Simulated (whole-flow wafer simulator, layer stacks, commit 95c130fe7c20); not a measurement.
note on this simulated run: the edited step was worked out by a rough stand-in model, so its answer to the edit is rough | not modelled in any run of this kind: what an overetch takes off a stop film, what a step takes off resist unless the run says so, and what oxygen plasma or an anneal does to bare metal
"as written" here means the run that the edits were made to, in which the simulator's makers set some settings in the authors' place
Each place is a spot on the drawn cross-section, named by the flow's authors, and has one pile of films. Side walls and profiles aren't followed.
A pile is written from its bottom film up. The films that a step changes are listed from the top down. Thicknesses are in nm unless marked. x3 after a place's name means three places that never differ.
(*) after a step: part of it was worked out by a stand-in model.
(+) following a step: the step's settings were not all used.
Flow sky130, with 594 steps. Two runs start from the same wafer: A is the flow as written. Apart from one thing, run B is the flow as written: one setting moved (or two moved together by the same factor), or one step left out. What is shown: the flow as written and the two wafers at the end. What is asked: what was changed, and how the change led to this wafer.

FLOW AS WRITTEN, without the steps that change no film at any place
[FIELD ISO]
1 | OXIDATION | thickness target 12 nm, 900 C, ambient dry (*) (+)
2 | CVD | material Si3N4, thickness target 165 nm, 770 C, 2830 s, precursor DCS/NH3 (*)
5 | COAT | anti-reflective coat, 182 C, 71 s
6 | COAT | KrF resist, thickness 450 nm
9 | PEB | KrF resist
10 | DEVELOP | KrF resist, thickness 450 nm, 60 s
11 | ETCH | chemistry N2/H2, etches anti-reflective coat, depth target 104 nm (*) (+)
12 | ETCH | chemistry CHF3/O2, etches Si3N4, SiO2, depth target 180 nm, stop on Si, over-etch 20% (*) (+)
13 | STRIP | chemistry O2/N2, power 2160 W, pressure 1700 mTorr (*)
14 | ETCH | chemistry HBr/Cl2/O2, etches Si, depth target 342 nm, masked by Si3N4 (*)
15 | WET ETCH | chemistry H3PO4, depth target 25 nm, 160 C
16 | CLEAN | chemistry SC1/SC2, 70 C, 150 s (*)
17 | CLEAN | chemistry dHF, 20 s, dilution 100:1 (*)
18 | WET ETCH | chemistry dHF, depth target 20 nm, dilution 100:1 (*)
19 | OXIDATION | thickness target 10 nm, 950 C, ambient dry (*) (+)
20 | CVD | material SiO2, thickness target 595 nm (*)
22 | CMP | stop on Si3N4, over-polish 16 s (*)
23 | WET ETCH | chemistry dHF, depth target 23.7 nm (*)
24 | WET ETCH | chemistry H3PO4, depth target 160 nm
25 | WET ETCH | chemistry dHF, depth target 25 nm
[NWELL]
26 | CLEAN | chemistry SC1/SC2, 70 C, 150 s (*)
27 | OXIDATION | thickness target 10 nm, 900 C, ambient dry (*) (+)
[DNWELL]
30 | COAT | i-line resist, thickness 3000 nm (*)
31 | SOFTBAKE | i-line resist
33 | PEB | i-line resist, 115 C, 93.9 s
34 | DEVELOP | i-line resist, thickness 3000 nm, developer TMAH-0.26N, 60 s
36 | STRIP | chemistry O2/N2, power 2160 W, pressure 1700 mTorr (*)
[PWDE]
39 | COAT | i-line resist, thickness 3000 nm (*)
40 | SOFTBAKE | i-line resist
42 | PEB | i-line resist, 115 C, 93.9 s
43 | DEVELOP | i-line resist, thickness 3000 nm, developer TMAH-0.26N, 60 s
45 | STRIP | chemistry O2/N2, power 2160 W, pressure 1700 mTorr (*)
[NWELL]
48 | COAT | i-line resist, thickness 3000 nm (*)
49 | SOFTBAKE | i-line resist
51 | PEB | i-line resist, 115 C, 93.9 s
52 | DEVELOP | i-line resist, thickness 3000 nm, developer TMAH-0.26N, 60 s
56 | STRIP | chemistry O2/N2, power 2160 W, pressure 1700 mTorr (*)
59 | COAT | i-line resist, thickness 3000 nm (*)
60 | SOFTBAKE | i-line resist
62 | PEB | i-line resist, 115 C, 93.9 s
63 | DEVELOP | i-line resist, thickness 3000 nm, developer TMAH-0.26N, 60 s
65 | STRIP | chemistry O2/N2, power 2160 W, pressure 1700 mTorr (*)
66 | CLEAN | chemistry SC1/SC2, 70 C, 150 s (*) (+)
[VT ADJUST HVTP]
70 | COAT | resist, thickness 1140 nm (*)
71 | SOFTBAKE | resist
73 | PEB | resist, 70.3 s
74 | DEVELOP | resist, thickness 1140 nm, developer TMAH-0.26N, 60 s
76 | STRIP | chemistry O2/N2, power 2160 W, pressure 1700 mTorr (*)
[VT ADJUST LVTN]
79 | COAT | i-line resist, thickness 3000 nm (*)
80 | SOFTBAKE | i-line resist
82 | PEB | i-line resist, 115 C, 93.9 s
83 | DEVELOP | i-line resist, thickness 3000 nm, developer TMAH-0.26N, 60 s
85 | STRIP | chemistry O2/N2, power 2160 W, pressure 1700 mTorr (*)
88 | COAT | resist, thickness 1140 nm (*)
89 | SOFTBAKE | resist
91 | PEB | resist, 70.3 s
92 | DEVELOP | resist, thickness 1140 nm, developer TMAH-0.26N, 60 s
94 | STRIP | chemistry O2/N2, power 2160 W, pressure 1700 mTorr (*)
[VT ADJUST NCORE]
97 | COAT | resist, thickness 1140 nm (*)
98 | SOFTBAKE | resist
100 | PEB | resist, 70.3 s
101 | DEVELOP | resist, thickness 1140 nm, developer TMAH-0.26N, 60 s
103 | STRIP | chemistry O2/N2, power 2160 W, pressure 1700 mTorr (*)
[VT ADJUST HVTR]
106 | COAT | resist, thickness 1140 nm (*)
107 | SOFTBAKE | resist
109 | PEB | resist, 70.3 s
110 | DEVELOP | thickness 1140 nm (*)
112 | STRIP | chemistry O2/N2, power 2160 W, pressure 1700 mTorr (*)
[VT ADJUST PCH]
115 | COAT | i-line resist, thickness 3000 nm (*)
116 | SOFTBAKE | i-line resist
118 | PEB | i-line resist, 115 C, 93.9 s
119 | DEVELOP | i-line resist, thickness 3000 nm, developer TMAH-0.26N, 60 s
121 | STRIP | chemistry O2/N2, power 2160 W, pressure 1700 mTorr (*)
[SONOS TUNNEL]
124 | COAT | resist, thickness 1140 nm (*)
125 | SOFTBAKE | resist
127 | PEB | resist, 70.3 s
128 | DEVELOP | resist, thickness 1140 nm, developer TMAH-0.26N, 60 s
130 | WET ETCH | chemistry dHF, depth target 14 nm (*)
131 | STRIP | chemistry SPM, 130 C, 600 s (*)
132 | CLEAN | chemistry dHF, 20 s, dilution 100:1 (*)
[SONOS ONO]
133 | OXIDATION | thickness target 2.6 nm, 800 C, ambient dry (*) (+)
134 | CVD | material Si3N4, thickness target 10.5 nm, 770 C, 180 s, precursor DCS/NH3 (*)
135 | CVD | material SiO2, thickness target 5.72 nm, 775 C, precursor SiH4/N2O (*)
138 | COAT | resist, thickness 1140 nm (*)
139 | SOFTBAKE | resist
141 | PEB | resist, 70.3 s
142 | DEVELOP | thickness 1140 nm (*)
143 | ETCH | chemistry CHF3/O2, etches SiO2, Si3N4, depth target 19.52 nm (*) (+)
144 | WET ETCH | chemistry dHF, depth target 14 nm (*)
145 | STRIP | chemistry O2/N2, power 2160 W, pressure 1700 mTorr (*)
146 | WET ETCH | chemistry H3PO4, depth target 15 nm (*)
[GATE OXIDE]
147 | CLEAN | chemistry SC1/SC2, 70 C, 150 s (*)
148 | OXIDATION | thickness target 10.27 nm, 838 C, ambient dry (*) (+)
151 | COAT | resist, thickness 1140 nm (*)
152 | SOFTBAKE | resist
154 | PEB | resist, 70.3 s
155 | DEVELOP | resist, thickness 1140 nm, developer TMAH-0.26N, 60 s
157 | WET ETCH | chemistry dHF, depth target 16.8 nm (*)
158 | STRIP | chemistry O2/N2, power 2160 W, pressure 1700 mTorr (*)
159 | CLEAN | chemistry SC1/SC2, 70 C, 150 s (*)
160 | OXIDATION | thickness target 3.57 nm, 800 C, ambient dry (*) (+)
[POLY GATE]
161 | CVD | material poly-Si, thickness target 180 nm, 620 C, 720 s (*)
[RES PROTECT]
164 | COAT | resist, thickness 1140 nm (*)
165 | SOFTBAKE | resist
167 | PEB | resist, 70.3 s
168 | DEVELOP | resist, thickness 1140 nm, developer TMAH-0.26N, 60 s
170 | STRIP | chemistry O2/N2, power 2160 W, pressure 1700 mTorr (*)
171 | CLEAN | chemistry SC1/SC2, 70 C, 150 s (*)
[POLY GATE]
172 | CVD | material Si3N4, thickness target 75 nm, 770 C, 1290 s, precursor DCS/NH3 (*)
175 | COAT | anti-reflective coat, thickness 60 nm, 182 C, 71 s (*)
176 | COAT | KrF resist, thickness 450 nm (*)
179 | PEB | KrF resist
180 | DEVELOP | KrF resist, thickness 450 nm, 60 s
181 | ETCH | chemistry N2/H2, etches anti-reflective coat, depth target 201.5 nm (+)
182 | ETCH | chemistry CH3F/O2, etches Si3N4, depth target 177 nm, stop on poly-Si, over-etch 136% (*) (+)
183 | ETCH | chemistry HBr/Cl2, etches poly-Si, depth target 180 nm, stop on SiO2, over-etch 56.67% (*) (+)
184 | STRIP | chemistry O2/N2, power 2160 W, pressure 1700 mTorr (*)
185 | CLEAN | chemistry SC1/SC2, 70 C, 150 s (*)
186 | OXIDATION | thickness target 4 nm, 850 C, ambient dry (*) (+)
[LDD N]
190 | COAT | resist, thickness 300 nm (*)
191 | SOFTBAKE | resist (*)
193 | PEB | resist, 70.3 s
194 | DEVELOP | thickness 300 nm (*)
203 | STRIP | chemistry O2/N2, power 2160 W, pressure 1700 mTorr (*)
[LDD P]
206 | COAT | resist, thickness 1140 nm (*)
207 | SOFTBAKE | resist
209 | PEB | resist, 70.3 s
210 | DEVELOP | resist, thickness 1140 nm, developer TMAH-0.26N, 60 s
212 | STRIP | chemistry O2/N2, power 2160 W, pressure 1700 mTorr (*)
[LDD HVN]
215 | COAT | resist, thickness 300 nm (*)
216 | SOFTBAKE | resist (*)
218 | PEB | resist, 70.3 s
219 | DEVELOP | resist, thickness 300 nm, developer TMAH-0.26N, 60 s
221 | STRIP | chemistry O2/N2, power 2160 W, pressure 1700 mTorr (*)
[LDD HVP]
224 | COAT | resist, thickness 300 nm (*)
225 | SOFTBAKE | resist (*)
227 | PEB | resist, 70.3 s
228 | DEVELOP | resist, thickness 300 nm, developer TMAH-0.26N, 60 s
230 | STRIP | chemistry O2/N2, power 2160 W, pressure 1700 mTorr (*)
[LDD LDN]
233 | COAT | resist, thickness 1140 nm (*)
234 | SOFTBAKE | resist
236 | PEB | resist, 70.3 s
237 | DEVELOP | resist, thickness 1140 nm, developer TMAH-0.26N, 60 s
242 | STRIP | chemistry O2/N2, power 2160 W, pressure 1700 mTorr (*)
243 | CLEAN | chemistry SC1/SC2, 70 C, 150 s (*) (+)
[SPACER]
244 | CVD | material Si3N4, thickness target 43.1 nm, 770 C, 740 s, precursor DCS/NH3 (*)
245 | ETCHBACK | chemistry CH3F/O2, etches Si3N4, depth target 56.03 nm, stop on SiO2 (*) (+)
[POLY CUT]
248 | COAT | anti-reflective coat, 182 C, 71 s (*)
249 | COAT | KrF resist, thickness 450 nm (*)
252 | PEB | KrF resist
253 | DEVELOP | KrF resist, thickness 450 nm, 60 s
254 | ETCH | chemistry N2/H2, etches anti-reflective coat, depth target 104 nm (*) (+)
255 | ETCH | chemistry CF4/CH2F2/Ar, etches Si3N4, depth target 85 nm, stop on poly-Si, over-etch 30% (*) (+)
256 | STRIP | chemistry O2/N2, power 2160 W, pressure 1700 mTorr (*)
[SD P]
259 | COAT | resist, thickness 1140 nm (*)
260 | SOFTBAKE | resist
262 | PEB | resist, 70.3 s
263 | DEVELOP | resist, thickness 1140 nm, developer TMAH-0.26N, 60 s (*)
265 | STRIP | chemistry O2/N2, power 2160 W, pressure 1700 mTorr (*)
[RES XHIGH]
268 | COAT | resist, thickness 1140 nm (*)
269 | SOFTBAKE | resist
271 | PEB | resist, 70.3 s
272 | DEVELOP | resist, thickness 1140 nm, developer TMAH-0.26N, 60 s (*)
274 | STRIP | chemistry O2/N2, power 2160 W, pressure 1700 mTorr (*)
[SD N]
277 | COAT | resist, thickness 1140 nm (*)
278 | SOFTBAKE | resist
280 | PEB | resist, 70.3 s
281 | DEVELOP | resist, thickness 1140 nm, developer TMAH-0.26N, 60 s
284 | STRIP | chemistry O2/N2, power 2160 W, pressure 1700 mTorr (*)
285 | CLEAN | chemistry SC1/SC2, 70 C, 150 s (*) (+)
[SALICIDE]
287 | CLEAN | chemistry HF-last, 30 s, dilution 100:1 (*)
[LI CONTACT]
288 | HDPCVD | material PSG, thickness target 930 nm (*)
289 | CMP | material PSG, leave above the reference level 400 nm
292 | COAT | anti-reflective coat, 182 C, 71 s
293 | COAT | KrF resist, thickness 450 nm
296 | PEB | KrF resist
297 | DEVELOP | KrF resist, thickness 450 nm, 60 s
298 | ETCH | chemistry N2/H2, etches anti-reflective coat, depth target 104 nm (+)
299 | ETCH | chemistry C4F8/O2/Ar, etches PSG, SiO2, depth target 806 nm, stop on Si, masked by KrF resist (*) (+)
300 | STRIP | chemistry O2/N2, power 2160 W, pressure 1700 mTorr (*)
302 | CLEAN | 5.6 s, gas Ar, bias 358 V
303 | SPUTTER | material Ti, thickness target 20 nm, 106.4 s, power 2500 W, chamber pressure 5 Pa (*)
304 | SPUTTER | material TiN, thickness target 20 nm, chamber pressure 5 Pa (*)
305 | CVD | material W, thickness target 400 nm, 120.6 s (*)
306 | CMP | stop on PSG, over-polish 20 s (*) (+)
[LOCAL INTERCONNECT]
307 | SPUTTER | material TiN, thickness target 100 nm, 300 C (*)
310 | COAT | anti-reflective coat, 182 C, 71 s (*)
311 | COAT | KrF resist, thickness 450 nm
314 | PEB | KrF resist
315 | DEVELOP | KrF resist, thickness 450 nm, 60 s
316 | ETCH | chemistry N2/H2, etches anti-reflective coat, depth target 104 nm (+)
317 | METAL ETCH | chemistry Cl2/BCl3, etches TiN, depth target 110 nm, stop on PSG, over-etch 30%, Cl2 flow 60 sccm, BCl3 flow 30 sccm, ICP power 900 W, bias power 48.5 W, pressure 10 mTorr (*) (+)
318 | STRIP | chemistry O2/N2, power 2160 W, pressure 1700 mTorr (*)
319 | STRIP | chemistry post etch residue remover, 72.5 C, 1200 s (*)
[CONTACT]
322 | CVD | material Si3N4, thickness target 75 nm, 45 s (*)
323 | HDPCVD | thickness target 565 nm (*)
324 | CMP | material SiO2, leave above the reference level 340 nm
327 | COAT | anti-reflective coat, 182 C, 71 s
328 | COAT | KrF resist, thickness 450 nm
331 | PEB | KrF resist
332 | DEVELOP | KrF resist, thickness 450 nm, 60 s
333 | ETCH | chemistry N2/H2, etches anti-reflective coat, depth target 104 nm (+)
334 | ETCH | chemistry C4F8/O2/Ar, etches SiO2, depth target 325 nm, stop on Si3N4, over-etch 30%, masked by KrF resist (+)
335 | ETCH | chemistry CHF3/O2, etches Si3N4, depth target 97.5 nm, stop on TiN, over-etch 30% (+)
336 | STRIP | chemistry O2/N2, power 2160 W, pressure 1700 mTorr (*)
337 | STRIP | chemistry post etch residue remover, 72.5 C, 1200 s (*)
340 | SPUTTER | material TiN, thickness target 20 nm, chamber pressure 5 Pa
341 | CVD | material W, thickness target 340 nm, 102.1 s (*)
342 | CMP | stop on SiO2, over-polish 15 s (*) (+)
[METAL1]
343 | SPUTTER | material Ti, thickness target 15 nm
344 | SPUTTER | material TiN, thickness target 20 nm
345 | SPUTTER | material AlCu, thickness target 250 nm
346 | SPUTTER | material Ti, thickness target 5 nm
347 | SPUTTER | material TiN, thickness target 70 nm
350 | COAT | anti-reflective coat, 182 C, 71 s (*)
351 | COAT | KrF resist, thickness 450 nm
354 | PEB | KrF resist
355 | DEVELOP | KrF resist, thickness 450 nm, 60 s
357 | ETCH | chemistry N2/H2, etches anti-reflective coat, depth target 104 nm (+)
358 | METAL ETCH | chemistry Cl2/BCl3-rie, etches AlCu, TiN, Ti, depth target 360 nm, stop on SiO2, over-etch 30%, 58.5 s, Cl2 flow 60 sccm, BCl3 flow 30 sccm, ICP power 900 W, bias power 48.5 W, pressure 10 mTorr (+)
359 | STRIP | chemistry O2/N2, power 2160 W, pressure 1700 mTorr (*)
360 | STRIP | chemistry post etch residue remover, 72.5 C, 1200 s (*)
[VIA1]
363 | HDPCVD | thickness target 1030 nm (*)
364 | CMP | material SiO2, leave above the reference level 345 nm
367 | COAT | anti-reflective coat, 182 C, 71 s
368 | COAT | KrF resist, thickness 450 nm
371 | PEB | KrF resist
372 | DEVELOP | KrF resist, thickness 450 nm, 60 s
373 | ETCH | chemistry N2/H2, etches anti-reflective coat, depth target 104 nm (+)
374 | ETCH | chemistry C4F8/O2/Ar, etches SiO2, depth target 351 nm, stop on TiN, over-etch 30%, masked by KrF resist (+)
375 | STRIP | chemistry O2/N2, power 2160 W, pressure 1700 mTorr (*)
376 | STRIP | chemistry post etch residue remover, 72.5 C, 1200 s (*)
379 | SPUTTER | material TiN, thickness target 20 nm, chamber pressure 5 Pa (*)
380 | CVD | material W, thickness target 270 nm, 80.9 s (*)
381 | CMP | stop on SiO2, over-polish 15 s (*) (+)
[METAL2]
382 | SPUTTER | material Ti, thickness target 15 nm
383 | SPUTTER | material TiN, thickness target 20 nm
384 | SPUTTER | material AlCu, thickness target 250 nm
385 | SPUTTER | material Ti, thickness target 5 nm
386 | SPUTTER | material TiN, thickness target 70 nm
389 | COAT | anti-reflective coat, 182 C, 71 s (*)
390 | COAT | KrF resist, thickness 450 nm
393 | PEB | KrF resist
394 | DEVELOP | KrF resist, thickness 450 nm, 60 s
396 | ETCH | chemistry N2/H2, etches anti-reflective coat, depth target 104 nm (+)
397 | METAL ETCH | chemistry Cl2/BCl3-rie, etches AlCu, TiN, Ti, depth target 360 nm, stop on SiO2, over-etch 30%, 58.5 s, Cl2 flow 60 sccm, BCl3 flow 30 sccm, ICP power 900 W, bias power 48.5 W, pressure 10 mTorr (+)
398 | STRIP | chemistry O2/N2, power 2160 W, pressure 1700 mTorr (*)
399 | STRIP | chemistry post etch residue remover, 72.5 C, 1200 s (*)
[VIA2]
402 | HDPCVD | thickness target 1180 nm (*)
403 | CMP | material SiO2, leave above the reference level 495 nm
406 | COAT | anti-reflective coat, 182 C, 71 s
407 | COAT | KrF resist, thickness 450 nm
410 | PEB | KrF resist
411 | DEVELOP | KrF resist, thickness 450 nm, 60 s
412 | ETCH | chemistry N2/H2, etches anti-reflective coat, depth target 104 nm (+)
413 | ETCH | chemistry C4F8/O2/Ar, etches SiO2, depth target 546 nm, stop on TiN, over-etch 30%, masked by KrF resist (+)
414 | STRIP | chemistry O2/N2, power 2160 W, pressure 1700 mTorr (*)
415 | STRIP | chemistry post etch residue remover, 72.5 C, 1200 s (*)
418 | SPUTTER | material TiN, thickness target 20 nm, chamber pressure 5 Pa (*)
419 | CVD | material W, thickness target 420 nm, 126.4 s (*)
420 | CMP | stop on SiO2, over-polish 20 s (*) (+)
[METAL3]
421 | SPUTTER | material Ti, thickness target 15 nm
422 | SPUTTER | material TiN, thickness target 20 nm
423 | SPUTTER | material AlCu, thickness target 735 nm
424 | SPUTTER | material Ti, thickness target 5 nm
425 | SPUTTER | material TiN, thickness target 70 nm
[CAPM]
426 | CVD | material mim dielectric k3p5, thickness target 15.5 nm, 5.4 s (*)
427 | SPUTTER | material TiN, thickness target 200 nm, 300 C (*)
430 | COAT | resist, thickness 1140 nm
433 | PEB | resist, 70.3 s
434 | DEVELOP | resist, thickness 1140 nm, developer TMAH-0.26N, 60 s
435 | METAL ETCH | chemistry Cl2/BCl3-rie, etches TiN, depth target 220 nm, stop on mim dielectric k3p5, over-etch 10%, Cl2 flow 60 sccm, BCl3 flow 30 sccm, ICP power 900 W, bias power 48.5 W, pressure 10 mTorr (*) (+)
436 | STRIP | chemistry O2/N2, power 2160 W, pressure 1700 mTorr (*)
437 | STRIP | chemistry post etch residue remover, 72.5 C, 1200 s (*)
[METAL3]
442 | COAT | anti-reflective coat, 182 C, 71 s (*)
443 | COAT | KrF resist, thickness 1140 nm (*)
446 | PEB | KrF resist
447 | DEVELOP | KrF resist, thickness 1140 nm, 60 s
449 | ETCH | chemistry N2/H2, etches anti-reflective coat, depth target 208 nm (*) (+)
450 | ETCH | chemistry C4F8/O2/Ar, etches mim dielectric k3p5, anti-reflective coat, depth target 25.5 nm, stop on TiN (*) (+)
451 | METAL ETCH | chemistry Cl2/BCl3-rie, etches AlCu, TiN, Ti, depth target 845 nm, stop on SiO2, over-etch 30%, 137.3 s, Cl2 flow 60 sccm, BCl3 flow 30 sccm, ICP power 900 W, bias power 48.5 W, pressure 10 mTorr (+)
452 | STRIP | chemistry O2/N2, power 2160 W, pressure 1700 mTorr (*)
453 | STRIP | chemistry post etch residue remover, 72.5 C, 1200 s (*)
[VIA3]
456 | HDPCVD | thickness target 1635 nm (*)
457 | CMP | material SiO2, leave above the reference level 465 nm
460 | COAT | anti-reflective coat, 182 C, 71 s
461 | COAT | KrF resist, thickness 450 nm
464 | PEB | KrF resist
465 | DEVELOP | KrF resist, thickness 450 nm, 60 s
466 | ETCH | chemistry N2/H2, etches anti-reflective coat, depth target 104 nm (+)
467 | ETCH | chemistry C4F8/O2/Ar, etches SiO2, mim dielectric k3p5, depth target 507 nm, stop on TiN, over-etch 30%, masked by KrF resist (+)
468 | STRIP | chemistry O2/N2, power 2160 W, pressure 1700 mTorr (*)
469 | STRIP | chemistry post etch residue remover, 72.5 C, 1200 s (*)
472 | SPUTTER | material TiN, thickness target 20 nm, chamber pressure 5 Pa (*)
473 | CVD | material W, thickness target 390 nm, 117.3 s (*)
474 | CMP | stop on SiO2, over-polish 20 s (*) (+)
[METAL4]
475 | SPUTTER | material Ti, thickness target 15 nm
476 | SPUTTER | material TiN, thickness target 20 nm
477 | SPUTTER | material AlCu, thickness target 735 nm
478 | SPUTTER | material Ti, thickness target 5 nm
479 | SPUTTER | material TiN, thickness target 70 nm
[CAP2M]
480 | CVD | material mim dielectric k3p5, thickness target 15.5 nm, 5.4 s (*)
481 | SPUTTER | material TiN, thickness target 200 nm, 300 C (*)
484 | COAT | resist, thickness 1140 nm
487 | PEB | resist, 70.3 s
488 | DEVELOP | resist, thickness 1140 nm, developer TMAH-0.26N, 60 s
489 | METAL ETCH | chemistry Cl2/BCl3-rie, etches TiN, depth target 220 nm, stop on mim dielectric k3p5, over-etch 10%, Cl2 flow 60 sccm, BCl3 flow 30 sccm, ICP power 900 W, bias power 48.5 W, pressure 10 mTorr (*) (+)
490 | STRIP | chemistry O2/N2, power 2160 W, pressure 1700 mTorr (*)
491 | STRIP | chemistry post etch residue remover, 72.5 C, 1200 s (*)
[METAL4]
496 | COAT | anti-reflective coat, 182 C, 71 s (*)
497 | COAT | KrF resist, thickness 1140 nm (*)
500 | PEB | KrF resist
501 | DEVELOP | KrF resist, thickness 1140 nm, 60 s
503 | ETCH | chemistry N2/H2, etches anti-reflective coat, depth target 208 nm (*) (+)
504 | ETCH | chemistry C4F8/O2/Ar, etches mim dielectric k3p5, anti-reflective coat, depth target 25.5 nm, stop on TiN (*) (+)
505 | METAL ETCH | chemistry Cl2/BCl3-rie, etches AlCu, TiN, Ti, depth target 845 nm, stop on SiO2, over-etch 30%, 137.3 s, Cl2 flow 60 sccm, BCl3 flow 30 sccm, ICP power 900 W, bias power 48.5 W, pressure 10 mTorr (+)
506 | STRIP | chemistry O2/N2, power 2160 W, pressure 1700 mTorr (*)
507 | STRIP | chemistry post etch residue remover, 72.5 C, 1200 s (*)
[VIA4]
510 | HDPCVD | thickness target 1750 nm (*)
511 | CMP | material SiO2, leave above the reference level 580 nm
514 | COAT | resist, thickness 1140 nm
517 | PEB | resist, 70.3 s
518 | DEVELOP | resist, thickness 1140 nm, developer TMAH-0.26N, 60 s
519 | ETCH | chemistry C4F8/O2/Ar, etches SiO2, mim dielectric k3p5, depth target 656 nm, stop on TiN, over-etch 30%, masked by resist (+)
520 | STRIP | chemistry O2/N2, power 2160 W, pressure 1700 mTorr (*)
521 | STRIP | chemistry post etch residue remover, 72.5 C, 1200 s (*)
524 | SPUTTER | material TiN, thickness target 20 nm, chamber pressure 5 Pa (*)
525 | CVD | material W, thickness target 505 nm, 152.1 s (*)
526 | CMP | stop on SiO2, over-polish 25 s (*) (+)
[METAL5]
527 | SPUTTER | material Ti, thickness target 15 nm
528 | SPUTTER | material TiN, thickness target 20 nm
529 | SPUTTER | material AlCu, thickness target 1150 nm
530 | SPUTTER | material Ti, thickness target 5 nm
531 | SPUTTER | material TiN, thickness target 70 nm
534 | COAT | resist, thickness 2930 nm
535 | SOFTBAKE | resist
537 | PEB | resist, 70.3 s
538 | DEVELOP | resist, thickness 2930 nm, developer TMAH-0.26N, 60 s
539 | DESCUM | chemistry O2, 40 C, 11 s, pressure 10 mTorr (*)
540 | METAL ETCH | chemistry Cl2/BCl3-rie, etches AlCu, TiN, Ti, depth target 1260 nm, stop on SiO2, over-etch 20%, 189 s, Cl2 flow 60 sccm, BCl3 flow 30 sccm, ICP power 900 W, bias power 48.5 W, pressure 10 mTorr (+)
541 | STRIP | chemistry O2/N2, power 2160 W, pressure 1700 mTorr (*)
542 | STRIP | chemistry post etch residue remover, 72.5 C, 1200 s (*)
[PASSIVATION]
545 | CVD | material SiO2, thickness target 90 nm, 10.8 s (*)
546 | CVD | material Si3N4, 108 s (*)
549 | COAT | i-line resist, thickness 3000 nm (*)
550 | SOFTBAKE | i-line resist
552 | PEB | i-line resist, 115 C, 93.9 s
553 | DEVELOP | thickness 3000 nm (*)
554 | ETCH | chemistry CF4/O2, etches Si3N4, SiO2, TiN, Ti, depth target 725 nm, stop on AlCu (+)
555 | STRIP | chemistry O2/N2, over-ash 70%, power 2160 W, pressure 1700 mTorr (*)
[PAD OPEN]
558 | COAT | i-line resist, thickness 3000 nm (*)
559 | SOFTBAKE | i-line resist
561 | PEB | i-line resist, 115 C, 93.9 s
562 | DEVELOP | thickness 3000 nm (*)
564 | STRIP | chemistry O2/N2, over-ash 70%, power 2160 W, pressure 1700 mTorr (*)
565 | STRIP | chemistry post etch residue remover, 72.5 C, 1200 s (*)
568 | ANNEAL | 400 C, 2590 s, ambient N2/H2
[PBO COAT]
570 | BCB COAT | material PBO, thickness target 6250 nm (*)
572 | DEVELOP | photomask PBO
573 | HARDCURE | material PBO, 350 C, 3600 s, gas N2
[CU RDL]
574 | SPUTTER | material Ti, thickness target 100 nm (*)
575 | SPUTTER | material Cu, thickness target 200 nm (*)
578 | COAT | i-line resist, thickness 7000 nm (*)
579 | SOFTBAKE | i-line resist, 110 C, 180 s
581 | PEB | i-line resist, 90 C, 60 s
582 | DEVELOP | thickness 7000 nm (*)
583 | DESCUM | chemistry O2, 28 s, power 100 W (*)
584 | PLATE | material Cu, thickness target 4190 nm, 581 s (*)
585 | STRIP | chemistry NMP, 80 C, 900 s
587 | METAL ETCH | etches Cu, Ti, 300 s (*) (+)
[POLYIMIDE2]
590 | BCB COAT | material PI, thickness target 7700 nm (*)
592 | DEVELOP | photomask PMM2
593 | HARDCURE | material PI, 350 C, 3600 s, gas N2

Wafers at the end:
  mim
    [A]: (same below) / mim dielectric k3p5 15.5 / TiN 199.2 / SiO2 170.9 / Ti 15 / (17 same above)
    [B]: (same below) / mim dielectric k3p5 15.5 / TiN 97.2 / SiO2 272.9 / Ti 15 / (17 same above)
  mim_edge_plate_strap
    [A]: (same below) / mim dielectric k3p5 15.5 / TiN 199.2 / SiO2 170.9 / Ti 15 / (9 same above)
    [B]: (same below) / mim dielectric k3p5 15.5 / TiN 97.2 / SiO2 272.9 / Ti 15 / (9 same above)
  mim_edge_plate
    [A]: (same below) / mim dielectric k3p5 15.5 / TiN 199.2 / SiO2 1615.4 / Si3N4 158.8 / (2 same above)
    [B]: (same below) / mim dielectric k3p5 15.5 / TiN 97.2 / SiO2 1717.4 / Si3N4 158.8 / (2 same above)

The reason: step 427, SPUTTER: thickness target 98 nm was run, though the flow has thickness target 200 nm.

The path from the change to this, step by step:
  427 | SPUTTER | material TiN, thickness target 200 nm, 300 C (*)
      field, active, n_well and 188 more: A +200 TiN (new film) | B +98 TiN (new film)
  435 | METAL ETCH | chemistry Cl2/BCl3-rie, etches TiN, depth target 220 nm, stop on mim dielectric k3p5, over-etch 10%, Cl2 flow 60 sccm, BCl3 flow 30 sccm, ICP power 900 W, bias power 48.5 W, pressure 10 mTorr (*) (+)
      field, active, n_well and 185 more: A -200 TiN (all of it) | B -98 TiN (all of it)
      mim, mim_edge_plate_strap, mim_edge_plate: A -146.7 resist | B -71.9 resist
  436 | STRIP | chemistry O2/N2, power 2160 W, pressure 1700 mTorr (*)
      mim, mim_edge_plate_strap, mim_edge_plate: A -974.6 resist (all of it) | B -1049.4 resist (all of it)
  442 | COAT | anti-reflective coat, 182 C, 71 s (*)
      rpm_encl, rpm_encl_psd, rpm_encl_urpm: A +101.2 anti-reflective coat (new film) | B +99 anti-reflective coat (new film)
      poly_licon, rpo_hd_licon: A +57.6 anti-reflective coat (new film) | B +81.5 anti-reflective coat (new film)
      (and at 9 other places as well)
  443 | COAT | KrF resist, thickness 1140 nm (*)
      mim_edge_plate_strap, mim_edge_plate: A +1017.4 KrF resist (new film) | B +1119.4 KrF resist (new film)
      poly_licon, rpo_hd_licon: A +1171.3 KrF resist (new film) | B +1144.3 KrF resist (new film)
      (and at 3 other places as well)
  447 | DEVELOP | KrF resist, thickness 1140 nm, 60 s
      poly_licon, rpo_hd_licon: A -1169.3 KrF resist (all of it) | B -1142.4 KrF resist (all of it)
      rxpo_ln: A -1165.6 KrF resist (all of it) | B -1137.4 KrF resist (all of it)
  449 | ETCH | chemistry N2/H2, etches anti-reflective coat, depth target 208 nm (*) (+)
      rpm_encl, rpm_encl_psd, rpm_encl_urpm: A -101.2 anti-reflective coat (all of it) | B -99 anti-reflective coat (all of it)
      poly_licon, rpo_hd_licon: A -57.6 anti-reflective coat (all of it) | B -81.5 anti-reflective coat (all of it)
      (and at 3 other places as well)
  452 | STRIP | chemistry O2/N2, power 2160 W, pressure 1700 mTorr (*)
      mim_edge_plate_strap, mim_edge_plate: A -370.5 KrF resist (all of it), -3 anti-reflective coat (all of it) | B -472.3 KrF resist (all of it), -3 anti-reflective coat (all of it)
      mim: A -378.7 KrF resist (all of it), -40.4 anti-reflective coat (all of it) | B -459.4 KrF resist (all of it), -32.4 anti-reflective coat (all of it)
      (and at 5 other places as well)
  457 | CMP | material SiO2, leave above the reference level 465 nm
      mim, mim_edge_plate_strap, mim_edge_plate: A -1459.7 SiO2 | B -1357.7 SiO2
